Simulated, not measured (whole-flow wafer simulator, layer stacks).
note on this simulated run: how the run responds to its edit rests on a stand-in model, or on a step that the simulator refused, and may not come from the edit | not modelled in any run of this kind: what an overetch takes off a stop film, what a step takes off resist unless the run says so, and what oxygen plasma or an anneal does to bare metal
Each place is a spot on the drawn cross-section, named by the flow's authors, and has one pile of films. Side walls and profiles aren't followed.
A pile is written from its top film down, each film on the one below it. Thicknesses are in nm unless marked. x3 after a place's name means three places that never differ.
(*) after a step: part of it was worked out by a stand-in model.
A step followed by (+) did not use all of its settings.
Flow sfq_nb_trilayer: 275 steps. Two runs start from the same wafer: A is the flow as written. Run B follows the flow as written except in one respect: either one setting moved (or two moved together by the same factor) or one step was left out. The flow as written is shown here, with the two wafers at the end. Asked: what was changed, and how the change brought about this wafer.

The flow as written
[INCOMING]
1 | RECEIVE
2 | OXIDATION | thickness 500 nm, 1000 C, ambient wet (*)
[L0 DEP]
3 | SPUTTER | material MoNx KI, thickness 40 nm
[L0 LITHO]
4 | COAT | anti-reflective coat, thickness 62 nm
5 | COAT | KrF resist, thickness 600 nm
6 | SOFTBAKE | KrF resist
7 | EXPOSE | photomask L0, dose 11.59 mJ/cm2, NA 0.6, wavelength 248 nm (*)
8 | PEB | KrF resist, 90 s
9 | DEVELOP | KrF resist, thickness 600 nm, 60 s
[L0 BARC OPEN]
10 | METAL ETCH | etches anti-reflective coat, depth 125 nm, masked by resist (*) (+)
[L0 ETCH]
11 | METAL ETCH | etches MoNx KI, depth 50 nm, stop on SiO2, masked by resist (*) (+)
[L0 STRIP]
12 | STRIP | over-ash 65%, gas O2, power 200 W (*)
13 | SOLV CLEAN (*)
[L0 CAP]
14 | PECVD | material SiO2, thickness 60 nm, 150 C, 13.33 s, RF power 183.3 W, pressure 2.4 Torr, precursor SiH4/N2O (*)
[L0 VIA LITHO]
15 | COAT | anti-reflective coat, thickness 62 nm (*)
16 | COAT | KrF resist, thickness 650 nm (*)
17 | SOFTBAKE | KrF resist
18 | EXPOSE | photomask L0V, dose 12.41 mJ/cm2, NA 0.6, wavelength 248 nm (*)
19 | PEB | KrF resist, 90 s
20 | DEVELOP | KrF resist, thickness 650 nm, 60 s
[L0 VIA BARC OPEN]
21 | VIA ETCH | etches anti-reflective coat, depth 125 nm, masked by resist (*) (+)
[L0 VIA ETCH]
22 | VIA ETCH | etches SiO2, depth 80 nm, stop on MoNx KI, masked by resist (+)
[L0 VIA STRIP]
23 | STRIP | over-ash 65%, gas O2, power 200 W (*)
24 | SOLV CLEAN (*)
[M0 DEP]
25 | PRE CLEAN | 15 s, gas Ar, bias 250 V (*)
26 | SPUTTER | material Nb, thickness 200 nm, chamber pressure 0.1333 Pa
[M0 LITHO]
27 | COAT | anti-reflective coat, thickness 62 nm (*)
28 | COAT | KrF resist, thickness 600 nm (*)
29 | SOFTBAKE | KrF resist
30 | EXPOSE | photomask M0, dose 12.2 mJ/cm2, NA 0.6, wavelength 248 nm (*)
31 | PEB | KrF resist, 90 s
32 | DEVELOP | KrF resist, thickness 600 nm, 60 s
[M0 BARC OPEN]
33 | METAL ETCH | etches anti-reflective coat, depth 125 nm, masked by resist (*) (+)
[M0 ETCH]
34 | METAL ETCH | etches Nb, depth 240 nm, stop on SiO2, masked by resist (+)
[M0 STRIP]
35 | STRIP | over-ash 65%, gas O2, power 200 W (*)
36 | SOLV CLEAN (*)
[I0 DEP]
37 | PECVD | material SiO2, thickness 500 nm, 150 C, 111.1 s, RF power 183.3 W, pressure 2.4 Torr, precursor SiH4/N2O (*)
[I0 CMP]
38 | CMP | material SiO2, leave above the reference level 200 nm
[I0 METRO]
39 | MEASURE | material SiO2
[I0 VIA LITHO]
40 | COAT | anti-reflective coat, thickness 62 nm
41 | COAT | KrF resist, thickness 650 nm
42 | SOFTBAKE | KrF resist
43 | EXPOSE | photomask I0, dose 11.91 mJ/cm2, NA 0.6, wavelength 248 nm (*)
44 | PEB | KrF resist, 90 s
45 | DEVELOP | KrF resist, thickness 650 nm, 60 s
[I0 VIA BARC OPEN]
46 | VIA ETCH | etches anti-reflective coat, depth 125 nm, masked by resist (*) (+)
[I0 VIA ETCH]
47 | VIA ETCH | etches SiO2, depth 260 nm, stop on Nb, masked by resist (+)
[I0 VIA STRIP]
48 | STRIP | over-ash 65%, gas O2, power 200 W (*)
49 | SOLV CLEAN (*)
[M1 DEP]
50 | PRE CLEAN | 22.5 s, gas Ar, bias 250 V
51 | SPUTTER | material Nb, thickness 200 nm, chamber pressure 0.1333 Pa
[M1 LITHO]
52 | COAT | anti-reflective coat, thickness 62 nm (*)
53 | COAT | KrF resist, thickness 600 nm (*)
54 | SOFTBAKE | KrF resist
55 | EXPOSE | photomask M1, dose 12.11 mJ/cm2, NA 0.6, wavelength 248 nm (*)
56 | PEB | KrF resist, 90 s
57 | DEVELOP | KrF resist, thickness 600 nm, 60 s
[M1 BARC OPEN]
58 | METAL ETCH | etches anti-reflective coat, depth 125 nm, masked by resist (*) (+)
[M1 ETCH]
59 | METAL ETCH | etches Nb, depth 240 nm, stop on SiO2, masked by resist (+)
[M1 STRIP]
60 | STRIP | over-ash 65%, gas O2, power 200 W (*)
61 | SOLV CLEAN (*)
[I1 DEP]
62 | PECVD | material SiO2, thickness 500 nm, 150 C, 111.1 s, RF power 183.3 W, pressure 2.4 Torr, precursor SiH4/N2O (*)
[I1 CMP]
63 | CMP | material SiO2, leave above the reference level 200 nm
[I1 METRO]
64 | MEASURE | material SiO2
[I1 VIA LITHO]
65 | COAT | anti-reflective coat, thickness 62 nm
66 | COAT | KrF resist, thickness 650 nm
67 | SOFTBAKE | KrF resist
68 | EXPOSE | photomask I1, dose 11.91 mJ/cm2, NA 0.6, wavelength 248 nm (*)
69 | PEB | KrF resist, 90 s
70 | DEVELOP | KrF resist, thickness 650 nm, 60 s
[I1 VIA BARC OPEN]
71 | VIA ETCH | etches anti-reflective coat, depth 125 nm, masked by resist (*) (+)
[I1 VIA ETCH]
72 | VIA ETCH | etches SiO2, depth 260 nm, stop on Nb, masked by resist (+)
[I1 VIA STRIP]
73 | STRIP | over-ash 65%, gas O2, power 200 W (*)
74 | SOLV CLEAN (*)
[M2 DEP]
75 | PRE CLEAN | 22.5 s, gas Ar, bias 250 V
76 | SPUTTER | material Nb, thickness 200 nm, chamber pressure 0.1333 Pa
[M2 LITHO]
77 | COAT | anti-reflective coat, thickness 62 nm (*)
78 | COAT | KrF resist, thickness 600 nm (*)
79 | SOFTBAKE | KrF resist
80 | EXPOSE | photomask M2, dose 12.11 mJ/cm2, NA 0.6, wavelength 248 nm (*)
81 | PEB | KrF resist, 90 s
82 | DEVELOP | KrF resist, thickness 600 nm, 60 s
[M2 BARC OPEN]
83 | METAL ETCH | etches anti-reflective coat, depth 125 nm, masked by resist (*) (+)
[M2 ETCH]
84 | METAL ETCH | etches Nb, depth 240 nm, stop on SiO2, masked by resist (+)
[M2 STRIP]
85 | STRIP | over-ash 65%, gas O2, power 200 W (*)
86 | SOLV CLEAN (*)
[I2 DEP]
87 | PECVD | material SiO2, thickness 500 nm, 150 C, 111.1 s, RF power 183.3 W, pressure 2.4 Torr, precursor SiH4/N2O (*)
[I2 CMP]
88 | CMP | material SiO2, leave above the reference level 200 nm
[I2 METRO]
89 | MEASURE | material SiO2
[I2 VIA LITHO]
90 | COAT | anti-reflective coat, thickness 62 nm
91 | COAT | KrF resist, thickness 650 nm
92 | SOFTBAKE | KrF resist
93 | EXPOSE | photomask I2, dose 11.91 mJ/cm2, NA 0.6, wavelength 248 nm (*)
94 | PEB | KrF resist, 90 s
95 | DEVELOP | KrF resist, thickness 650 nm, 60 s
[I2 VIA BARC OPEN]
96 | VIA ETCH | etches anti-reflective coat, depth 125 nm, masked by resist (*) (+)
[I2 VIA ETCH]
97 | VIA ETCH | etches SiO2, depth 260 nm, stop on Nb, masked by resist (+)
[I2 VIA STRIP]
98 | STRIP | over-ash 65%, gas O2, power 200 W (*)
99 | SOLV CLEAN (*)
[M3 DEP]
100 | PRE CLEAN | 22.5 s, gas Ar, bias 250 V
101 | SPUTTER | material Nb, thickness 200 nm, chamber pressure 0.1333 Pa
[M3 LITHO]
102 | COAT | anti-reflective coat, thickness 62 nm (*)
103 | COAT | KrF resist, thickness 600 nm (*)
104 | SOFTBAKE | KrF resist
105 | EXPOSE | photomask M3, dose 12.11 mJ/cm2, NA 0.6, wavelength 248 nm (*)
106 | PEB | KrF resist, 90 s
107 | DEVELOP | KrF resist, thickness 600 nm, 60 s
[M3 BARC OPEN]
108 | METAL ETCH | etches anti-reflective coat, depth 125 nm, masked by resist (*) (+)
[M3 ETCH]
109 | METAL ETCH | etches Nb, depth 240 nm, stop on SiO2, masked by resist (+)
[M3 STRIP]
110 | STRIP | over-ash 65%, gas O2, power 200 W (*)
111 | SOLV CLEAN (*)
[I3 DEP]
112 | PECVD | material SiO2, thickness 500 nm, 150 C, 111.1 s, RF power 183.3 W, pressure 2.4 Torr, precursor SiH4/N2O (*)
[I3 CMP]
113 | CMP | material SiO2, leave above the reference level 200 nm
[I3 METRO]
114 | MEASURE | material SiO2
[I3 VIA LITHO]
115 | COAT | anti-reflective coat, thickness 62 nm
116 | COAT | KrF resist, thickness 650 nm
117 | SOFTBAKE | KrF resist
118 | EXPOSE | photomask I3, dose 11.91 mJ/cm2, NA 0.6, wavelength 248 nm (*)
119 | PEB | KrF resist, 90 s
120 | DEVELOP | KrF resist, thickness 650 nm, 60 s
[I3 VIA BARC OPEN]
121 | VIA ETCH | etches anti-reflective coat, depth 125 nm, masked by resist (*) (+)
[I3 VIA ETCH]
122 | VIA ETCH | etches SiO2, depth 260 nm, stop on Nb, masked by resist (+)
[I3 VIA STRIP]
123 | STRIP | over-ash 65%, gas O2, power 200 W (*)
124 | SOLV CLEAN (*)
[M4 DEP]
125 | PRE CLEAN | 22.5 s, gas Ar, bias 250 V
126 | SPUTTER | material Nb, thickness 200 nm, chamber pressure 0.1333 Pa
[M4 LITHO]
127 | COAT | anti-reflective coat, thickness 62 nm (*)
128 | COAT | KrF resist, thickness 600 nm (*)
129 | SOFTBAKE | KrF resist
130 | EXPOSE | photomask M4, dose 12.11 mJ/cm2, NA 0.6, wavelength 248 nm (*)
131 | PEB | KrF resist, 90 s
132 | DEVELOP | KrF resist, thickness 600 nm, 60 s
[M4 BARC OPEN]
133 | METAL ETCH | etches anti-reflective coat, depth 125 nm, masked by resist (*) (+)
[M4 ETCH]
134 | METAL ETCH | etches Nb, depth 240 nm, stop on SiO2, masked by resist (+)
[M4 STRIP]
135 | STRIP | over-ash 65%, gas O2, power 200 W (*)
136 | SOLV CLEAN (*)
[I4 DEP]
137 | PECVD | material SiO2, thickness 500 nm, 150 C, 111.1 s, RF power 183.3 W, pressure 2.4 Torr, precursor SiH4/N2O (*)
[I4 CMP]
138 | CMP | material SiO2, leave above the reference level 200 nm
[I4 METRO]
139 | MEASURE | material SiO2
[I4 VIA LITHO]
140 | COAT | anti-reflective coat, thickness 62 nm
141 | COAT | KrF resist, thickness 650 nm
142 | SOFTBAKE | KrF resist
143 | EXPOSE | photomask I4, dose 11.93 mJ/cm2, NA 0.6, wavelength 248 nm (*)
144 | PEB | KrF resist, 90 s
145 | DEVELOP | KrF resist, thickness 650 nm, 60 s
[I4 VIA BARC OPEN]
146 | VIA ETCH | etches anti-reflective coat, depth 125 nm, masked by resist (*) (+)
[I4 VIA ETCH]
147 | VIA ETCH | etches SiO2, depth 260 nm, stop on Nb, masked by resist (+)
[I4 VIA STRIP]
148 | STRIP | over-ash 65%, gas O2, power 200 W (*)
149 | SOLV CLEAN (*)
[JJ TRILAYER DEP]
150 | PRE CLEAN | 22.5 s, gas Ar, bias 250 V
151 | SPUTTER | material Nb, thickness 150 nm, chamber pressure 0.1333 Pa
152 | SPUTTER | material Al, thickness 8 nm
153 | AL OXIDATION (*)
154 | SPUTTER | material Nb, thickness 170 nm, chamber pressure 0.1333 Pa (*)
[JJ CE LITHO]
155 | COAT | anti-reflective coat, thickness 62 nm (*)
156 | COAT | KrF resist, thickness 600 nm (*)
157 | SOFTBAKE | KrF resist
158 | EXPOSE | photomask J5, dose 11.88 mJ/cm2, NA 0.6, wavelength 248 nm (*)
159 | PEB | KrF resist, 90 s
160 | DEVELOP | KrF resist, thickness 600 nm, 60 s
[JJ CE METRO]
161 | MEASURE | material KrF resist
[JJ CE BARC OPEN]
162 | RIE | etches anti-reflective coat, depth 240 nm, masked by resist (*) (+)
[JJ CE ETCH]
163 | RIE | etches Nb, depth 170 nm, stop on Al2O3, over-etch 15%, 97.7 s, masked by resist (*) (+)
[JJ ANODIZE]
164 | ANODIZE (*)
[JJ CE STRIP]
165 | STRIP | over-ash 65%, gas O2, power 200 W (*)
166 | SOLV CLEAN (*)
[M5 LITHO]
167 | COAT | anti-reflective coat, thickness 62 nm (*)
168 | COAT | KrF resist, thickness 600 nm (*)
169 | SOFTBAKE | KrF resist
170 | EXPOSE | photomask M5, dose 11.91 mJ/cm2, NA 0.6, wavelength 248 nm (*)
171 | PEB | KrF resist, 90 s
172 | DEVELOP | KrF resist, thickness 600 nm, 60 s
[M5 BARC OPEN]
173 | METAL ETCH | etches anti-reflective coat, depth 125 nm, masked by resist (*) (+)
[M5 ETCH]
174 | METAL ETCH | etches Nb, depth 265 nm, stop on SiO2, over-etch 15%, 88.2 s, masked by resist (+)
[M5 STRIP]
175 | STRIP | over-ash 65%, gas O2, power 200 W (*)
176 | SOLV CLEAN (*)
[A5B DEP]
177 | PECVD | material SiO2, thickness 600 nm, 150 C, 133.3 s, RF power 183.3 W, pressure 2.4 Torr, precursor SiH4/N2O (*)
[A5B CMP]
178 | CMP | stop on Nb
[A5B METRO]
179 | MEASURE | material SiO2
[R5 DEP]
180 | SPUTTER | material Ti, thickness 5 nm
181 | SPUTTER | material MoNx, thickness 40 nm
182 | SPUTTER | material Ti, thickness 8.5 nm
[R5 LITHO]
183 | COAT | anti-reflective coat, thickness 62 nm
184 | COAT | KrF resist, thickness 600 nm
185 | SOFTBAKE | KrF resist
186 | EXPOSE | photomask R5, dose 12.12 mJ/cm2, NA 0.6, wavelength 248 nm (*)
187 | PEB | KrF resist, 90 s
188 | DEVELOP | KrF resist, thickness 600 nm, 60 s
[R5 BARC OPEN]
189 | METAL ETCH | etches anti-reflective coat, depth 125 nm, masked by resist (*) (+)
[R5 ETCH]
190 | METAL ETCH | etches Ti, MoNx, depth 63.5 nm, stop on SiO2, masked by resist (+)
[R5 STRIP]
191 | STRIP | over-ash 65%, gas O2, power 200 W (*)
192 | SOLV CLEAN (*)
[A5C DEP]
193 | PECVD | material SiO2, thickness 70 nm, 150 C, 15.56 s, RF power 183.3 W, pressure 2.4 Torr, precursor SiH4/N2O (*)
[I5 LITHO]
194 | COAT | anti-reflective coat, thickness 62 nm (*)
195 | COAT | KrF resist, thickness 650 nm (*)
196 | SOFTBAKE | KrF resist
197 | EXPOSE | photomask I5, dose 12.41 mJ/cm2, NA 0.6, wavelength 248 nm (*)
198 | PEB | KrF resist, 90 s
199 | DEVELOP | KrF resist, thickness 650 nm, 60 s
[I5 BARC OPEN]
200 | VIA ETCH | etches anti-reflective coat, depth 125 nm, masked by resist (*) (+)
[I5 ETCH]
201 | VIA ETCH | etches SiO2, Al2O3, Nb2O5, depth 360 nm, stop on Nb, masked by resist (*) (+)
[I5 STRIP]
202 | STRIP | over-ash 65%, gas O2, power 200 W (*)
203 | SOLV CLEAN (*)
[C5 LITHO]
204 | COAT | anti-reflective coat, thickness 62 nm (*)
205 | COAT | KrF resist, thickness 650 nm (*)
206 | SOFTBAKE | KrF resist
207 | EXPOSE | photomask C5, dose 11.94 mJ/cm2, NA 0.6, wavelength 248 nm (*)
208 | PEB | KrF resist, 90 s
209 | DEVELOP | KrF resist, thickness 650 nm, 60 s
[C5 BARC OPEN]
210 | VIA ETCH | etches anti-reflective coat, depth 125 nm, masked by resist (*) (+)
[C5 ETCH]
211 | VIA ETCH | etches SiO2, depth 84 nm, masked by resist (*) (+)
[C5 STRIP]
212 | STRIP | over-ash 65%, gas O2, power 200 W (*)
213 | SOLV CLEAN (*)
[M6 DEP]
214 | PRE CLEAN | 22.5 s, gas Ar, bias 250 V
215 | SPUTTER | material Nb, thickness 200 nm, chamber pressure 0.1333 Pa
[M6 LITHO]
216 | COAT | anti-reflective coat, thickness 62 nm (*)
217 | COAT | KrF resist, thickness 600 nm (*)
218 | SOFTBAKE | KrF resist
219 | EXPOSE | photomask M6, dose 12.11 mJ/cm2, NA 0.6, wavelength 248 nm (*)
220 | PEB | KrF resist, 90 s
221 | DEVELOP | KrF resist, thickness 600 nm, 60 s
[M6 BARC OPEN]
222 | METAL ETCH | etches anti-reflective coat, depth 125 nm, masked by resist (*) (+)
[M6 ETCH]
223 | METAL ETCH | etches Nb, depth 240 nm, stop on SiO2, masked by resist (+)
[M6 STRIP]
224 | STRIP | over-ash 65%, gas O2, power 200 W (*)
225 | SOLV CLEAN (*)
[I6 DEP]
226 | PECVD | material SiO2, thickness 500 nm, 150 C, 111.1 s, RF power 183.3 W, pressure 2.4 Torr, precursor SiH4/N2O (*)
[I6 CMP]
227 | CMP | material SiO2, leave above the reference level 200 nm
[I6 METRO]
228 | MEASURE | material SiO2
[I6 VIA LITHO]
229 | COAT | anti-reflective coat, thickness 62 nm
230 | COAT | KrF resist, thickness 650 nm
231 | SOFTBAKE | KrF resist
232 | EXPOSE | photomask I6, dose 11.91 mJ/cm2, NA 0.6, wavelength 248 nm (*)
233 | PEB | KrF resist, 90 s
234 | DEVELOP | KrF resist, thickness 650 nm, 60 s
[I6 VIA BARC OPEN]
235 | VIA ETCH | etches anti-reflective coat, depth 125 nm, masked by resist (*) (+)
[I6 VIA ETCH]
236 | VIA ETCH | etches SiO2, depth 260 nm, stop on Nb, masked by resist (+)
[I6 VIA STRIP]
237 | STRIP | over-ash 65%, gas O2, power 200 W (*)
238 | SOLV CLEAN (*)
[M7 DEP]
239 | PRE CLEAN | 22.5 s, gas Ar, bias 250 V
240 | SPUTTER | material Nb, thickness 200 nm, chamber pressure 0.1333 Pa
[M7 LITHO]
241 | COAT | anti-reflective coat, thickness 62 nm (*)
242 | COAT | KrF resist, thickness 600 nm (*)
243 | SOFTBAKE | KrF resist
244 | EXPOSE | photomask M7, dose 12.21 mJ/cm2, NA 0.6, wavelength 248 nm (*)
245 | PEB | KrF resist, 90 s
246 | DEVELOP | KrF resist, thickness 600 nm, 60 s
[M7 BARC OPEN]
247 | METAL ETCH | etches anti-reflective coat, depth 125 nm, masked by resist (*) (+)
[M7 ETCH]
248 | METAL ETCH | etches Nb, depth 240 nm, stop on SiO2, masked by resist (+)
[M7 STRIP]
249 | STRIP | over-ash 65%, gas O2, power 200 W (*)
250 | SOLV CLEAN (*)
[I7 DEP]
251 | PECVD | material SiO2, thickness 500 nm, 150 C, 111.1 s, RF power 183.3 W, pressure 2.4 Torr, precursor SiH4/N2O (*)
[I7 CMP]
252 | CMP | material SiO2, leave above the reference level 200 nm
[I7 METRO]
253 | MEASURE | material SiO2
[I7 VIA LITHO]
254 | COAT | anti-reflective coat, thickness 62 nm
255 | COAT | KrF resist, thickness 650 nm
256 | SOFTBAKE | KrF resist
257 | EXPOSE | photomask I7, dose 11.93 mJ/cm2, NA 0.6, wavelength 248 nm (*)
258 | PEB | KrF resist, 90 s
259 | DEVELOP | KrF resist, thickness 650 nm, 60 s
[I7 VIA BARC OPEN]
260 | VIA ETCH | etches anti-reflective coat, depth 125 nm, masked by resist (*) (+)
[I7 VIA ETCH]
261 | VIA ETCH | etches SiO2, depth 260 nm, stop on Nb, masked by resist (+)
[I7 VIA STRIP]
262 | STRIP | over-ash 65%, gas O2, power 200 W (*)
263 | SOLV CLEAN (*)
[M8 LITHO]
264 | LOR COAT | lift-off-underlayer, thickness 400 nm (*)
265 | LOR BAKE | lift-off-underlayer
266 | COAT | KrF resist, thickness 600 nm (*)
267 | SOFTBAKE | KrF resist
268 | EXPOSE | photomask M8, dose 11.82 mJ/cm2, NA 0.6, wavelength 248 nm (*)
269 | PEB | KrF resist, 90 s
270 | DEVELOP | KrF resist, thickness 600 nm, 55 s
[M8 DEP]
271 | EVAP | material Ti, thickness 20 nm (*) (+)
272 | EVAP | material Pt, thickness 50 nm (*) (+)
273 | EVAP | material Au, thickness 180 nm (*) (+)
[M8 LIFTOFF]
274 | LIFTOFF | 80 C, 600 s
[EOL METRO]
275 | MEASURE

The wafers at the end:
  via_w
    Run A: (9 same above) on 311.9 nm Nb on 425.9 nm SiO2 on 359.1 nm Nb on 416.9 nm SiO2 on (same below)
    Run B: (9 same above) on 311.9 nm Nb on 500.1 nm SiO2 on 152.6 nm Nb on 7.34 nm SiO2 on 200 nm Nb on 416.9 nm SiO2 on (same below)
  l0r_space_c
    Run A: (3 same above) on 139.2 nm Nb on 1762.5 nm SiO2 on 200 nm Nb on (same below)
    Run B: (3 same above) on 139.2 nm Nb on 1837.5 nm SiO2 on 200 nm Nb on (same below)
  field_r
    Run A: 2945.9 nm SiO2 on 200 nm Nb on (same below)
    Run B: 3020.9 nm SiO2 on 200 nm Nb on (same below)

Cause: step 88, CMP: leave above the reference level 275 nm was run, though the flow has leave above the reference level 200 nm.

The path from the change to this, step by step:
  88 | CMP | material SiO2, leave above the reference level 200 nm
      field_l, be, be_sur and 81 more: A SiO2 loses 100 | B SiO2 loses 25
      v_sur, via_wl, via_w and 18 more: A SiO2 loses 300 | B SiO2 loses 225
      (and at 1 other place as well)
  97 | VIA ETCH | etches SiO2, depth 260 nm, stop on Nb, masked by resist (+)
      via_w: A SiO2 loses 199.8 (all of it) | B SiO2 loses 260
  100 | PRE CLEAN | 22.5 s, gas Ar, bias 250 V
      via_w: A Nb loses 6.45 | B SiO2 loses 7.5
  101 | SPUTTER | material Nb, thickness 200 nm, chamber pressure 0.1333 Pa
      via_w: A Nb gains 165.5 | B Nb gains 152.6 (new film)
  102 | COAT | anti-reflective coat, thickness 62 nm (*)
      via_wl, via_wr: A anti-reflective coat gains 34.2 (new film) | B anti-reflective coat gains 23 (new film)
      v_sur: A anti-reflective coat gains 61.1 (new film) | B anti-reflective coat gains 55.7 (new film)
      (and at 2 other places as well)
  103 | COAT | KrF resist, thickness 600 nm (*)
      via_w: A KrF resist gains 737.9 (new film) | B KrF resist gains 794 (new film)
  110 | STRIP | over-ash 65%, gas O2, power 200 W (*)
      v_sur: A KrF resist loses 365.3 (all of it), anti-reflective coat loses 61.1 (all of it) | B KrF resist loses 362.3 (all of it), anti-reflective coat loses 55.7 (all of it)
      via_wl: A KrF resist loses 384.2 (all of it), anti-reflective coat loses 34.2 (all of it) | B KrF resist loses 383.9 (all of it), anti-reflective coat loses 23 (all of it)
      (and at 3 other places as well)
  112 | PECVD | material SiO2, thickness 500 nm, 150 C, 111.1 s, RF power 183.3 W, pressure 2.4 Torr, precursor SiH4/N2O (*)
      via_w: A SiO2 gains 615 (new film) | B SiO2 gains 664.6 (new film)
  113 | CMP | material SiO2, leave above the reference level 200 nm
      via_w: A SiO2 loses 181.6 | B SiO2 loses 157.1
With metal films that touch counted as one body, via_w has 6 bodies (between them, from the top down: SiO2 192.5; SiO2 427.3 / Al2O3 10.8 / Nb2O5 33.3; SiO2 500.1; SiO2 7.34; SiO2 416.9); the flow as written gives 5 bodies (between them, from the top down: SiO2 192.5; SiO2 427.3 / Al2O3 10.8 / Nb2O5 33.3; SiO2 425.9; SiO2 416.9).
